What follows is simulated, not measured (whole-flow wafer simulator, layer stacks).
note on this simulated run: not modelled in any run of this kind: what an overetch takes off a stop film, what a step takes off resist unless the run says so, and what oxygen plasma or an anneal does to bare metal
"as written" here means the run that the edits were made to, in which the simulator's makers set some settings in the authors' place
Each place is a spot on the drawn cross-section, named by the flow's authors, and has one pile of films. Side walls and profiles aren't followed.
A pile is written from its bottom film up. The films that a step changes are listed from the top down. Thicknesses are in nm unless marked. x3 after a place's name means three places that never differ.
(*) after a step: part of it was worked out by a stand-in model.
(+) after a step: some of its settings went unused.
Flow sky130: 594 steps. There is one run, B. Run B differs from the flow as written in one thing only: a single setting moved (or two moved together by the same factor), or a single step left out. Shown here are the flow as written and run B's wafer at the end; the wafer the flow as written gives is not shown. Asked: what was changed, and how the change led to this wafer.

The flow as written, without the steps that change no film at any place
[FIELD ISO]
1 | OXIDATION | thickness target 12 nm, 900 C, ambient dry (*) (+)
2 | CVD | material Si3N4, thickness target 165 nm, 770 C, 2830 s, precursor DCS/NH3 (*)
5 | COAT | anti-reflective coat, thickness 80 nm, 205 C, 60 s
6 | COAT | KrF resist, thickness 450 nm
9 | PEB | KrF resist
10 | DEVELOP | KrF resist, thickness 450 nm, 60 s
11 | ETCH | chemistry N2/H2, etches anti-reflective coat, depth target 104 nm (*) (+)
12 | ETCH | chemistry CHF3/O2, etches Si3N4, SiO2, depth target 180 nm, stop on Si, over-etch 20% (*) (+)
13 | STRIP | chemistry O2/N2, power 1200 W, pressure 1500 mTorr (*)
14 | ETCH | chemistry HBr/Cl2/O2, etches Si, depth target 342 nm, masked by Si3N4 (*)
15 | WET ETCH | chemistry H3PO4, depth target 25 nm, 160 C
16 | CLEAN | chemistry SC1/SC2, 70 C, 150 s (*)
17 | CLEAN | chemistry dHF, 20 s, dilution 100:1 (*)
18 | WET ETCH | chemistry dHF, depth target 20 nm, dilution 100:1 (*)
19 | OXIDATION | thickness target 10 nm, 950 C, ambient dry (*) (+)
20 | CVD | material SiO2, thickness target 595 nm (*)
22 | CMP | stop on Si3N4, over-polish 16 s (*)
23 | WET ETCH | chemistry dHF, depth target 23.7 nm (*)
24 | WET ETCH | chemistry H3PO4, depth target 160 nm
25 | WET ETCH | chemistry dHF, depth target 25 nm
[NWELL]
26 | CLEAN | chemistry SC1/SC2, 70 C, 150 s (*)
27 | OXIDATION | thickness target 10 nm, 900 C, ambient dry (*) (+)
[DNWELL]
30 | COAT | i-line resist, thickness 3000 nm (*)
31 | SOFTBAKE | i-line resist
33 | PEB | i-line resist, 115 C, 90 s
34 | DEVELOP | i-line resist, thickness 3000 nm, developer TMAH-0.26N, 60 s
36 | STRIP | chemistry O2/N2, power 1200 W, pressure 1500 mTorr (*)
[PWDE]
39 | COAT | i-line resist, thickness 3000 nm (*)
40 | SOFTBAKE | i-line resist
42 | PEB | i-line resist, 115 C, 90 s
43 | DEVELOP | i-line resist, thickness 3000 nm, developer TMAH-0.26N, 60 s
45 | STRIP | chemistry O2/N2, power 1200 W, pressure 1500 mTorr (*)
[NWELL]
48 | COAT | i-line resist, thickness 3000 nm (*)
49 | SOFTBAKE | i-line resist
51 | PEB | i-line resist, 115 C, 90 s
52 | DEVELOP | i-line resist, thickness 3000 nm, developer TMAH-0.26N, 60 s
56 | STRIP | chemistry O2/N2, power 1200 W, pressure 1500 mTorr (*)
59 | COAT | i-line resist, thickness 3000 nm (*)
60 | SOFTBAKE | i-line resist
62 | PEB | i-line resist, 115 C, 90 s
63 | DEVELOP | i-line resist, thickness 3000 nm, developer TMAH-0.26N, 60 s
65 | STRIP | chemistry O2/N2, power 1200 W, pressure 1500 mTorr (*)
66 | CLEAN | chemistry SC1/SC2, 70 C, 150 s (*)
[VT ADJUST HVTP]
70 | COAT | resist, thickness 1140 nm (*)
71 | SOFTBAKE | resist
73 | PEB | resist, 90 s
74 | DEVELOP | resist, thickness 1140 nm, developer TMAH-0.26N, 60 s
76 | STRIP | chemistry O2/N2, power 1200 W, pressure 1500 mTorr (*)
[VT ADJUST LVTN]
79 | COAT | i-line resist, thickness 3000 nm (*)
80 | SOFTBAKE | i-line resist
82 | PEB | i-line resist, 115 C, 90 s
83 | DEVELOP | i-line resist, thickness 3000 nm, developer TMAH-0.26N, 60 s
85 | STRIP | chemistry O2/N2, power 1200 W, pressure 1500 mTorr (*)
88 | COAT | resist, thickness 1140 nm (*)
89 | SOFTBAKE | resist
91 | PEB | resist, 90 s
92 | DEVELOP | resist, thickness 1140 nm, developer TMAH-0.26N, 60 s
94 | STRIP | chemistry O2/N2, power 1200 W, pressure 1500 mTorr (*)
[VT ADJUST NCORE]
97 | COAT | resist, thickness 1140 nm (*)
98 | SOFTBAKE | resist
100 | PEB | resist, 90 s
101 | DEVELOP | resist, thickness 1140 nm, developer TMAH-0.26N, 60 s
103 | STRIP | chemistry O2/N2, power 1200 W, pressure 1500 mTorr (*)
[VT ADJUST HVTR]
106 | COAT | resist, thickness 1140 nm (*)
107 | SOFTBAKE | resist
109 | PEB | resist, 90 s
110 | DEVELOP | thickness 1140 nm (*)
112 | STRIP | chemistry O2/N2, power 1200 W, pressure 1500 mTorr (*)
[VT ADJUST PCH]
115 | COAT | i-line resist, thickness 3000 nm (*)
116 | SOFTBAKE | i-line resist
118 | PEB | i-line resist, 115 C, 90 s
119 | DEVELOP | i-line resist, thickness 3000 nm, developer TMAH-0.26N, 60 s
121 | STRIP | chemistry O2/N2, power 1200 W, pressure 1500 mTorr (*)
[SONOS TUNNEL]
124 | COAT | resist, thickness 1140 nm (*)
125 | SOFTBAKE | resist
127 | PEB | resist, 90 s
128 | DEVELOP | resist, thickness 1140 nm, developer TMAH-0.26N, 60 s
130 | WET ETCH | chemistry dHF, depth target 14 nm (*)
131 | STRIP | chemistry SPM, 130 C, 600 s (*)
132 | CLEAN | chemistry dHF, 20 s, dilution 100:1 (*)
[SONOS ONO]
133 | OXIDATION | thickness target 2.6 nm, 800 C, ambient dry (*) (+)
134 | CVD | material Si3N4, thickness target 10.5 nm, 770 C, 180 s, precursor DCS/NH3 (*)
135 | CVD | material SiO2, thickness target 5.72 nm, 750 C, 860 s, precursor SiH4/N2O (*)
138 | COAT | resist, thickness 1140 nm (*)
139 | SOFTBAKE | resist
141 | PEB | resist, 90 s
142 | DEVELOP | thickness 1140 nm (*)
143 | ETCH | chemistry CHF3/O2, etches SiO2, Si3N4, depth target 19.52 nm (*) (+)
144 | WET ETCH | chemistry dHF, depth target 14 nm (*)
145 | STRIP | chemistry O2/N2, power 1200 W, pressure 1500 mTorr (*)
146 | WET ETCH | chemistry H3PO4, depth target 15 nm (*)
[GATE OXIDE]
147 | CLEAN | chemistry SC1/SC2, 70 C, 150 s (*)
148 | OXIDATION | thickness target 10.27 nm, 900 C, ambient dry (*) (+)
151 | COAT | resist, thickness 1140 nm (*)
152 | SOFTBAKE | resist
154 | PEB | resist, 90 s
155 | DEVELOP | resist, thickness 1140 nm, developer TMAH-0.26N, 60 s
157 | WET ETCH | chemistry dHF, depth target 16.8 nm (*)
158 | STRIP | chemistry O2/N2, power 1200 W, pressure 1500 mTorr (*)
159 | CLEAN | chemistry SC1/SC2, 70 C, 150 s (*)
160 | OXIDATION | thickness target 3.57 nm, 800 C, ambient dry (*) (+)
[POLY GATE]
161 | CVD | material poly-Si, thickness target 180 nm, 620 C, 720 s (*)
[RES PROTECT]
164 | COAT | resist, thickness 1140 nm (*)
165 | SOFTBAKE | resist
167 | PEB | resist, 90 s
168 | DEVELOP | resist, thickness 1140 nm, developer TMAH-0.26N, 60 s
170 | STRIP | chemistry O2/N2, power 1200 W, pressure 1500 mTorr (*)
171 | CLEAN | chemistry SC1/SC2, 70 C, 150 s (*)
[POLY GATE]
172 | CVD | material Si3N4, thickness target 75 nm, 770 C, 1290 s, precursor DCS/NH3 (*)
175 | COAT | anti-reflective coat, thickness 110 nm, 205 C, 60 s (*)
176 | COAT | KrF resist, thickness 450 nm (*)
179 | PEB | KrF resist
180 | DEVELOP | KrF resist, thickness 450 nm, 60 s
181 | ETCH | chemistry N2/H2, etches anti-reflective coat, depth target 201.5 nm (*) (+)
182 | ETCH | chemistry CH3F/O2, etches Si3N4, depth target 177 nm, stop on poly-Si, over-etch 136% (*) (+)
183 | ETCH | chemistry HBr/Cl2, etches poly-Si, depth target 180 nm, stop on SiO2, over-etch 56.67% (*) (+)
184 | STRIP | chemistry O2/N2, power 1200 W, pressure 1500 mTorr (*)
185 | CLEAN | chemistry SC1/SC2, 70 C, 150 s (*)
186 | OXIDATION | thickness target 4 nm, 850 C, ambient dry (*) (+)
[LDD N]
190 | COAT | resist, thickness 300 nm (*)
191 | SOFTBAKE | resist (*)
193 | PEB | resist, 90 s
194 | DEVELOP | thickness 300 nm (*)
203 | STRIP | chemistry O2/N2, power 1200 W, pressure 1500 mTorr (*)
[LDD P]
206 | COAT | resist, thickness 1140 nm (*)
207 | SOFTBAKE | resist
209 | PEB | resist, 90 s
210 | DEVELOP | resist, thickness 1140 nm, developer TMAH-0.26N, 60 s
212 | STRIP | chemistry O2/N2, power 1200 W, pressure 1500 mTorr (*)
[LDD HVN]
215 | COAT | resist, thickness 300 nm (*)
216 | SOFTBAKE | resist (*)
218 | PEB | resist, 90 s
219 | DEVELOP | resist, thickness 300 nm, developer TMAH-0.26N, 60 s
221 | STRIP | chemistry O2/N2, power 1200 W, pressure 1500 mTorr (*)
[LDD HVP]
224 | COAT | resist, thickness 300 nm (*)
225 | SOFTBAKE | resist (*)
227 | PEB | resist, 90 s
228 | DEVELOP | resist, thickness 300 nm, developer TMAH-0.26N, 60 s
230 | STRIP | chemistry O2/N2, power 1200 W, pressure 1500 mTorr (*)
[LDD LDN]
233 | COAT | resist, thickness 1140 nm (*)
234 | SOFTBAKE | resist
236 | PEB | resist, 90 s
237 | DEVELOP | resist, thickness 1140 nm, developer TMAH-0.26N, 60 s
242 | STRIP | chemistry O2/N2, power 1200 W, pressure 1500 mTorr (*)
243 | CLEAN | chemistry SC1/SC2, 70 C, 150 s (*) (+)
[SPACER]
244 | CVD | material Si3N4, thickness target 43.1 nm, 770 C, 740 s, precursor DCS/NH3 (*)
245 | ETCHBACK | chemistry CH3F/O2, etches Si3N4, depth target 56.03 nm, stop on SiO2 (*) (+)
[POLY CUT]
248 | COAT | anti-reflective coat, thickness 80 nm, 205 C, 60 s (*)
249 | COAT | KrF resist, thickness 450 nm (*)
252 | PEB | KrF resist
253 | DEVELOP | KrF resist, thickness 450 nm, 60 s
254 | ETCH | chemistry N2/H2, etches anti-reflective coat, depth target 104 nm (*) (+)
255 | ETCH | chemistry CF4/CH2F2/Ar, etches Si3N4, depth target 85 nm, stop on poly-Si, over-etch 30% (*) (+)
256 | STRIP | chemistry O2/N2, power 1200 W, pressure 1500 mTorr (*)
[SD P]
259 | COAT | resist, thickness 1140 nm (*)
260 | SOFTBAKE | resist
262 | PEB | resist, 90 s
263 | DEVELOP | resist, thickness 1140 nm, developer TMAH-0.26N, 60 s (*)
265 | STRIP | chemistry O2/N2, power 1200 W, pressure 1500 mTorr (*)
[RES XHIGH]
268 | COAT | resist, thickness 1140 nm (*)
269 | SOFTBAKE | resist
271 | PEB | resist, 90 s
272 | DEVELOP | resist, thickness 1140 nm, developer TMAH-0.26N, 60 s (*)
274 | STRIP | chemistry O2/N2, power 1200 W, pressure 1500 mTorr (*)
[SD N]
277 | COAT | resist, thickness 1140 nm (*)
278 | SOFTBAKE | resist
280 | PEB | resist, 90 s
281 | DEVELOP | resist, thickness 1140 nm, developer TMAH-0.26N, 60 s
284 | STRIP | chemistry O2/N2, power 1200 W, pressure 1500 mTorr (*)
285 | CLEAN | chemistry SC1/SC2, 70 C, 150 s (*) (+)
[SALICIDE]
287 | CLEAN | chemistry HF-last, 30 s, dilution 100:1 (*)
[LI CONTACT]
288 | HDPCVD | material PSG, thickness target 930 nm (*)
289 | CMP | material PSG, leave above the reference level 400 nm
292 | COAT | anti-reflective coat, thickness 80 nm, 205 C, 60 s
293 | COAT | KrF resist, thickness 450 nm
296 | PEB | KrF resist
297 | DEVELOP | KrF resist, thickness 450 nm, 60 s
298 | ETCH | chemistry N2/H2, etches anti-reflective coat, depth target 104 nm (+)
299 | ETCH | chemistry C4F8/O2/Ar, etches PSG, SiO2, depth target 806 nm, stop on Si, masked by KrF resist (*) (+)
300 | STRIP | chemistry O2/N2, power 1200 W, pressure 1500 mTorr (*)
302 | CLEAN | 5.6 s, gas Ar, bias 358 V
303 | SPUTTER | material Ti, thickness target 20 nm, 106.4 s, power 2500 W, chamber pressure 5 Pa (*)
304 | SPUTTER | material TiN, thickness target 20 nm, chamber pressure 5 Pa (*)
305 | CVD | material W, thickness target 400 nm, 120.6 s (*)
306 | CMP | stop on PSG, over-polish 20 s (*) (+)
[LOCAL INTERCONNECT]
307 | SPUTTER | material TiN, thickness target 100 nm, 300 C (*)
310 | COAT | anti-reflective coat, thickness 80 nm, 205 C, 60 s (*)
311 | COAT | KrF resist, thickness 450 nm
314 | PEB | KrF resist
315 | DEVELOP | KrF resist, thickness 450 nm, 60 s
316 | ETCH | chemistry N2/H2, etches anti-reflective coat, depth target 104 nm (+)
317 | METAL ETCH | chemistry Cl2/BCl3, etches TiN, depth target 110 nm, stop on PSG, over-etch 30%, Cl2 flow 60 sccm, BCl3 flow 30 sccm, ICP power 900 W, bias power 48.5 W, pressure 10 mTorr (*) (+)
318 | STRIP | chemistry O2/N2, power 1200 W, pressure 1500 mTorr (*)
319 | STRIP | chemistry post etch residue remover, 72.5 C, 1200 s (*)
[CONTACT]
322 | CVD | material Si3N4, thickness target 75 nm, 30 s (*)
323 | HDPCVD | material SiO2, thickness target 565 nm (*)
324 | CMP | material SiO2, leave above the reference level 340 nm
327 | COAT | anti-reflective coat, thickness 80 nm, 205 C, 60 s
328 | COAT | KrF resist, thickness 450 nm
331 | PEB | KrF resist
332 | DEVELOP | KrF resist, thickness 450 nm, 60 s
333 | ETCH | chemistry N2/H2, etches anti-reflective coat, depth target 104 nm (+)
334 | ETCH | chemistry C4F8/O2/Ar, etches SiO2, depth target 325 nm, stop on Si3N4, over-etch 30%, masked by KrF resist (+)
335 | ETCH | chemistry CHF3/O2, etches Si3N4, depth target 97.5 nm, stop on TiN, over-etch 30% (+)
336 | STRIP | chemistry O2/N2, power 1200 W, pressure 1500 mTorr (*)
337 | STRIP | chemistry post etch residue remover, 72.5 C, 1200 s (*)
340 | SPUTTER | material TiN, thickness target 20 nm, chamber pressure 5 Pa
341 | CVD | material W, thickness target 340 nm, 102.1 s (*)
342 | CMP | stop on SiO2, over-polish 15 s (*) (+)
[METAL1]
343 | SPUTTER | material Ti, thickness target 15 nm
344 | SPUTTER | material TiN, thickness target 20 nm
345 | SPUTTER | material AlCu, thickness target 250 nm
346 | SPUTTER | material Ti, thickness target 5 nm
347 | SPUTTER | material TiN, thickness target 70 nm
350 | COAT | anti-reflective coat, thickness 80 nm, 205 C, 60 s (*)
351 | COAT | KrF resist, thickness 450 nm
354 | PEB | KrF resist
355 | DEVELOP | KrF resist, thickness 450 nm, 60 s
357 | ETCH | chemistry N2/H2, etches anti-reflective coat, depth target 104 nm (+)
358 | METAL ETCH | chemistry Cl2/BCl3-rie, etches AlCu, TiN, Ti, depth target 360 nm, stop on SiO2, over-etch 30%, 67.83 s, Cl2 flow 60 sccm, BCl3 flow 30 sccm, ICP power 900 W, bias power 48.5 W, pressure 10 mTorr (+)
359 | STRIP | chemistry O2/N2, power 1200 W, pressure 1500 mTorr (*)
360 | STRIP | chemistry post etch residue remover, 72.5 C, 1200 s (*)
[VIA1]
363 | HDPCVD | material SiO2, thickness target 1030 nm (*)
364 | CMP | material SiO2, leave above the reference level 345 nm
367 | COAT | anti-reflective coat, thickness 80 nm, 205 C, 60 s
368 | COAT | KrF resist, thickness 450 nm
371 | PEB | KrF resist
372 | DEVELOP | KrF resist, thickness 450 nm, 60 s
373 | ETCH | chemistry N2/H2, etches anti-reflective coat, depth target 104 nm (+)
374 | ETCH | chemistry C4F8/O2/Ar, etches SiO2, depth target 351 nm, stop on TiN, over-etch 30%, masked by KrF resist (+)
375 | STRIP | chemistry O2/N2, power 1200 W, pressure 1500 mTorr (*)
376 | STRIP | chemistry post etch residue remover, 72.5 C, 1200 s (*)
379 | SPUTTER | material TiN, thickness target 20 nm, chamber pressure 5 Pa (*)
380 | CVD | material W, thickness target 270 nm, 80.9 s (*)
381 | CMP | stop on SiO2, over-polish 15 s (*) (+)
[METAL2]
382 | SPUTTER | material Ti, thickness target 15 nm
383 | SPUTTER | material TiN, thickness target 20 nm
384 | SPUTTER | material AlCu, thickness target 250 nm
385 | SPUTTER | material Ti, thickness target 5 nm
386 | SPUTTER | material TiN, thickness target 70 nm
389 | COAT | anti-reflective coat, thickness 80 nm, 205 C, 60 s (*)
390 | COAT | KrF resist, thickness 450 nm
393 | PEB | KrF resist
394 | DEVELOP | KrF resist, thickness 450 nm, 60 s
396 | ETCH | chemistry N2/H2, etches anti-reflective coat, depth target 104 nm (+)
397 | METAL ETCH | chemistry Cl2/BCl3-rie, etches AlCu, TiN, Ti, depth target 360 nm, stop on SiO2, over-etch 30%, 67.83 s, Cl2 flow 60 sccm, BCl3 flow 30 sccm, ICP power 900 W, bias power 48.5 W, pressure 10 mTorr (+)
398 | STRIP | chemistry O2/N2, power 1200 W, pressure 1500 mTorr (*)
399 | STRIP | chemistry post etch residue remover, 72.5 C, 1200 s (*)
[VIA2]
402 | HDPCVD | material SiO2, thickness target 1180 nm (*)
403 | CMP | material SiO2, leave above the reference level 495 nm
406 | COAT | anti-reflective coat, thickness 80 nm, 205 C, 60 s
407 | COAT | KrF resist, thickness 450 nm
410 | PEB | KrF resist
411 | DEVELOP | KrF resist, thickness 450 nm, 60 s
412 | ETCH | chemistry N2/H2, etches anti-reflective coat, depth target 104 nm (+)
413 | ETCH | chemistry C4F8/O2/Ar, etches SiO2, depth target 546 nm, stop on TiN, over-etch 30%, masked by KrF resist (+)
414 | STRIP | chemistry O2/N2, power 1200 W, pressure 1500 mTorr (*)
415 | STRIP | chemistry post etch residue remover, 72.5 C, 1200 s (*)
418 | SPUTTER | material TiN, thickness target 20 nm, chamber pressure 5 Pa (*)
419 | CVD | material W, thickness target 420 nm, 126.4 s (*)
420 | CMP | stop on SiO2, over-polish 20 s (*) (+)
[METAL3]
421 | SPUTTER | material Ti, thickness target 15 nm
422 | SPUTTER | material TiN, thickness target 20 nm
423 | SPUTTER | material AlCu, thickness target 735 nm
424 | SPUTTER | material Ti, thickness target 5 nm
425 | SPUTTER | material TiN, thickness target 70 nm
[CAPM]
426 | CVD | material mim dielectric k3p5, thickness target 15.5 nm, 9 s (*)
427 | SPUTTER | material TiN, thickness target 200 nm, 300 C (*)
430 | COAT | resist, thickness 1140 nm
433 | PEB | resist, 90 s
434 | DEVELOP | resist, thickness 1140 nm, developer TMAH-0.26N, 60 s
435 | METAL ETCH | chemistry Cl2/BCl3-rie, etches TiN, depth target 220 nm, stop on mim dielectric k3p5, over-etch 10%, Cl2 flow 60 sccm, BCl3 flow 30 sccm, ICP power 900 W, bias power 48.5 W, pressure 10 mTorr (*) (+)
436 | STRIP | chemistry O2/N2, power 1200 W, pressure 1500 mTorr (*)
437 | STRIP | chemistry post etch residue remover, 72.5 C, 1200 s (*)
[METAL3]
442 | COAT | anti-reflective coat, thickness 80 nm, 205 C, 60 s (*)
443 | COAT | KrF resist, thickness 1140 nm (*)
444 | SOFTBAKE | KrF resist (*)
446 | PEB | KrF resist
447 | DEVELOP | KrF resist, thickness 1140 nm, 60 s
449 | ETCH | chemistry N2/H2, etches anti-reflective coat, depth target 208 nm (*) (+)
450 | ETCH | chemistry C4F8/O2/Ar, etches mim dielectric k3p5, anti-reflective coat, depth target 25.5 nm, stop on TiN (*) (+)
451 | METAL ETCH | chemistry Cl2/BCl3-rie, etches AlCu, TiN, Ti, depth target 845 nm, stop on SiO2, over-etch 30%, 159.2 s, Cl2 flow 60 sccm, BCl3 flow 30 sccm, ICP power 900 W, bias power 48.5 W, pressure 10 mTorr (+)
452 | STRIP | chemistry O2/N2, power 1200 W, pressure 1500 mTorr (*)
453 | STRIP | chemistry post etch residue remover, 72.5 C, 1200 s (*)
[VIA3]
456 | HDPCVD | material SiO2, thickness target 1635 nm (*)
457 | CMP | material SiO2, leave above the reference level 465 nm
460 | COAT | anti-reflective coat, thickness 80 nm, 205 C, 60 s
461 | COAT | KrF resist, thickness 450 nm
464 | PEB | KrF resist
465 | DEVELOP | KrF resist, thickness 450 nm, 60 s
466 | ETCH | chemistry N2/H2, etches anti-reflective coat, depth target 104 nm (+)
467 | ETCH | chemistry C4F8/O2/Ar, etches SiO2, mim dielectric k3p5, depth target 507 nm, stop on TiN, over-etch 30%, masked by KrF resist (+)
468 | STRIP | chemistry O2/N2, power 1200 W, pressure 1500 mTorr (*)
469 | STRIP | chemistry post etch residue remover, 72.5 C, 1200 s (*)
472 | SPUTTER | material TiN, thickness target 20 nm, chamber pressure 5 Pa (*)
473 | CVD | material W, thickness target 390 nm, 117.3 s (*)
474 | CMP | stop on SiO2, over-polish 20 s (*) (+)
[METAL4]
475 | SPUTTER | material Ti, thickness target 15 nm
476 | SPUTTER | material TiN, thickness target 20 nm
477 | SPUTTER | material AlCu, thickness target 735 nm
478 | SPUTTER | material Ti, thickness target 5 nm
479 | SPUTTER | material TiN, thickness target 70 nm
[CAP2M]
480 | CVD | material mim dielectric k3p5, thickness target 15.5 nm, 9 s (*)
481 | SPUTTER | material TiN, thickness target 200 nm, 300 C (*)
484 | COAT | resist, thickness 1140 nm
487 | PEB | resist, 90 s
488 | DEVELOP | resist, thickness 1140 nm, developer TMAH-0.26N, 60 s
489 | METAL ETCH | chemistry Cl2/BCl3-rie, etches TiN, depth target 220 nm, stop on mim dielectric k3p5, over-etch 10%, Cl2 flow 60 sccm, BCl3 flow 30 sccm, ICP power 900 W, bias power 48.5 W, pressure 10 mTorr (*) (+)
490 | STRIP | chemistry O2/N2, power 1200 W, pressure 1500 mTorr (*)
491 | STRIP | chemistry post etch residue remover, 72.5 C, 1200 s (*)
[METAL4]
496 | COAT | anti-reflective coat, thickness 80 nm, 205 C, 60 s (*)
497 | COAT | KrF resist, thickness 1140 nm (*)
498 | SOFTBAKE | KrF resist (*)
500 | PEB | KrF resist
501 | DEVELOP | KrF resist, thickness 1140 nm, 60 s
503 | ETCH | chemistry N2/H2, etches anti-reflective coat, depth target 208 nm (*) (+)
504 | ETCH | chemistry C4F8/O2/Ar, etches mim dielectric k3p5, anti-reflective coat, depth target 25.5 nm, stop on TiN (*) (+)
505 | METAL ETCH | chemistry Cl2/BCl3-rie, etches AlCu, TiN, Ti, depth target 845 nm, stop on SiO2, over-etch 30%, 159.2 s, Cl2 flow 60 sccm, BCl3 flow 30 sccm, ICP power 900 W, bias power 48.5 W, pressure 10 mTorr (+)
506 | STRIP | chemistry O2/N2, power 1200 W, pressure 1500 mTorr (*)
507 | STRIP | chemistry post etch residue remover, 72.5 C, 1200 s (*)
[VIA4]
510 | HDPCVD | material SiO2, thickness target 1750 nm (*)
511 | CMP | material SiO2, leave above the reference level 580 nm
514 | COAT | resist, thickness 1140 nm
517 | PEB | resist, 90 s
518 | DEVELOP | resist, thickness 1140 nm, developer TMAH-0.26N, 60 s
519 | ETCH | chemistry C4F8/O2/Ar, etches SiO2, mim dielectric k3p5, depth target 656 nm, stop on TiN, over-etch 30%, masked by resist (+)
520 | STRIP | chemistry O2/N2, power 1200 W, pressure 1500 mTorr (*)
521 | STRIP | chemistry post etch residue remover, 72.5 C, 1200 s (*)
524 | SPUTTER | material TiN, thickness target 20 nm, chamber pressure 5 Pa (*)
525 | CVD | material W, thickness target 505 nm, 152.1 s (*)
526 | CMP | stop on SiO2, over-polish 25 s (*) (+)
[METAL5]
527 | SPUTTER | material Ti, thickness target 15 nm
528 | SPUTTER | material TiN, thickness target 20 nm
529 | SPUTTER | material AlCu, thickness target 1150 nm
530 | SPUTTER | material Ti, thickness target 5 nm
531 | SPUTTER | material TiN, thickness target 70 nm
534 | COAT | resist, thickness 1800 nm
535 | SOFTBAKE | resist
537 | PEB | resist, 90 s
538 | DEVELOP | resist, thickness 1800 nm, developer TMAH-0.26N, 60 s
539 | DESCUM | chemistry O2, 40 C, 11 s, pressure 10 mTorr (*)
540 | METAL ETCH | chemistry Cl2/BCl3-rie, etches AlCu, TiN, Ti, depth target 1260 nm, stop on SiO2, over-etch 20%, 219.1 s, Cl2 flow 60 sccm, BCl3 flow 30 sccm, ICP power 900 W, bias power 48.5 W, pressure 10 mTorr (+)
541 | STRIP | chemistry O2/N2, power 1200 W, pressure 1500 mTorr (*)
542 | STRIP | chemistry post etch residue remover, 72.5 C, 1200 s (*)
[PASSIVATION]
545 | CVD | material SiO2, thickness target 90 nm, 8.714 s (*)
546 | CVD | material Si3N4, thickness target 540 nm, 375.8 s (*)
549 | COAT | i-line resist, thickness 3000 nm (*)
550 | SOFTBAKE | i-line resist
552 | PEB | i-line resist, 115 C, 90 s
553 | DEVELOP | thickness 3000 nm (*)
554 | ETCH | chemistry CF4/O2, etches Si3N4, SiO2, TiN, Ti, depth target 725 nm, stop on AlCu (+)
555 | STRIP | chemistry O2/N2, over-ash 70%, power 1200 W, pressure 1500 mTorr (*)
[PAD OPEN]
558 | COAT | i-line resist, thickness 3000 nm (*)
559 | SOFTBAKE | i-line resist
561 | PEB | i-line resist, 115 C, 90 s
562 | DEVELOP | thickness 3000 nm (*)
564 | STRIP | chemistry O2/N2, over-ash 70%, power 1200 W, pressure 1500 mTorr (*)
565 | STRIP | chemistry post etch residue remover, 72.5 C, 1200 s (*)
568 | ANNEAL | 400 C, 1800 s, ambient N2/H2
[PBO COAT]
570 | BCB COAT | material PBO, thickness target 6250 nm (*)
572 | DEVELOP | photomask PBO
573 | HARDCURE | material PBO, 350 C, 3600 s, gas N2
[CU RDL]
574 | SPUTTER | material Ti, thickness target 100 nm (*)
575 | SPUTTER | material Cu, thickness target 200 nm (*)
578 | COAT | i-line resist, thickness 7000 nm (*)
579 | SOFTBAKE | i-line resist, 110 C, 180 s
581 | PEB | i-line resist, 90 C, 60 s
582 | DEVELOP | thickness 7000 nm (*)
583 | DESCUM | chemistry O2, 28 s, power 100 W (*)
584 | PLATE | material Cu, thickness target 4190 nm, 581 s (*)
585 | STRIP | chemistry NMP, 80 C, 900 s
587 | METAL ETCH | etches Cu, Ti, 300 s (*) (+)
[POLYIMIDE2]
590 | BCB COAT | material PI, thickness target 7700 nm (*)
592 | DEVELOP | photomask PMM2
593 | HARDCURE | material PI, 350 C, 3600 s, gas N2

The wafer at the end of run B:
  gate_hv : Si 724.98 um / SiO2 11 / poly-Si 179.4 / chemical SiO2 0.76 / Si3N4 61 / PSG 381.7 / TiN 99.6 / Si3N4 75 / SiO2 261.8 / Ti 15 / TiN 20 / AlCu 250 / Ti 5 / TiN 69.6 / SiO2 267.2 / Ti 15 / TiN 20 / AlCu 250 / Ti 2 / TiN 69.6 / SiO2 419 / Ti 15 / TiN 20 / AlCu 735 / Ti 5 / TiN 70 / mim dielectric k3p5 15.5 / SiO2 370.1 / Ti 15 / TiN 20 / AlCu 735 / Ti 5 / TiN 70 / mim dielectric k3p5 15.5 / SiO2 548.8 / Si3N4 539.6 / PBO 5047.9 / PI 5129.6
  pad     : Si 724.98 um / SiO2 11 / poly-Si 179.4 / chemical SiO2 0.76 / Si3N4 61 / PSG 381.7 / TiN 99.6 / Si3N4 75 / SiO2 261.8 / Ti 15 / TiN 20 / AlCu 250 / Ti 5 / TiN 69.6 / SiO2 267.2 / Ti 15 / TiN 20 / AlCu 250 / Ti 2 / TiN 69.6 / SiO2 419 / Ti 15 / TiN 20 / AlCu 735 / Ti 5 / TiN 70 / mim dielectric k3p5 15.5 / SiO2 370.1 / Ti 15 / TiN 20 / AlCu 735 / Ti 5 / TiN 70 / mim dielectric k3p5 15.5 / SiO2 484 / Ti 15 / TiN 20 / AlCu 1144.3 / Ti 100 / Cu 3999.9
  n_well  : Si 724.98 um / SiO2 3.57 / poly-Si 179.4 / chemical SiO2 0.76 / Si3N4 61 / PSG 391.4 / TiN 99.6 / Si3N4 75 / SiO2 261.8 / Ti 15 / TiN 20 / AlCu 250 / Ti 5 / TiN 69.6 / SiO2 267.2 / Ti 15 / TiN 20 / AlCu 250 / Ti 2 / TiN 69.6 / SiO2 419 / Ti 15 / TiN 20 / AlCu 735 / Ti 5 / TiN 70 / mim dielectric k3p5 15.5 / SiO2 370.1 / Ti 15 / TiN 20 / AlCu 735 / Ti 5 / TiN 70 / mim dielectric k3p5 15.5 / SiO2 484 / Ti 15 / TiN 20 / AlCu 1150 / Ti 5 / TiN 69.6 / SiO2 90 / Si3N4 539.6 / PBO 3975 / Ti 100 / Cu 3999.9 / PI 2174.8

Cause: step 385, SPUTTER: thickness target 2 nm was run, while the flow as written has thickness target 5 nm.
One can read it off the wafer: gate_hv has Ti 2, and step 385 as written asks for 5 nm.

How this came from the change, step by step:
  385 | SPUTTER | material Ti, thickness target 5 nm
      field, active, n_well and 188 more: +2 Ti (new film) (as written it would have been: +5 Ti (new film))
  397 | METAL ETCH | chemistry Cl2/BCl3-rie, etches AlCu, TiN, Ti, depth target 360 nm, stop on SiO2, over-etch 30%, 67.83 s, Cl2 flow 60 sccm, BCl3 flow 30 sccm, ICP power 900 W, bias power 48.5 W, pressure 10 mTorr (+)
      field, active, gate and 82 more: -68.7 TiN (all of it), -2 Ti (all of it), -250 AlCu (all of it), -20 TiN (all of it), -15 Ti (all of it), -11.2 SiO2 (as written it would have been: -68.7 TiN (all of it), -5 Ti (all of it), -250 AlCu (all of it), -20 TiN (all of it), -15 Ti (all of it), -10.9 SiO2)
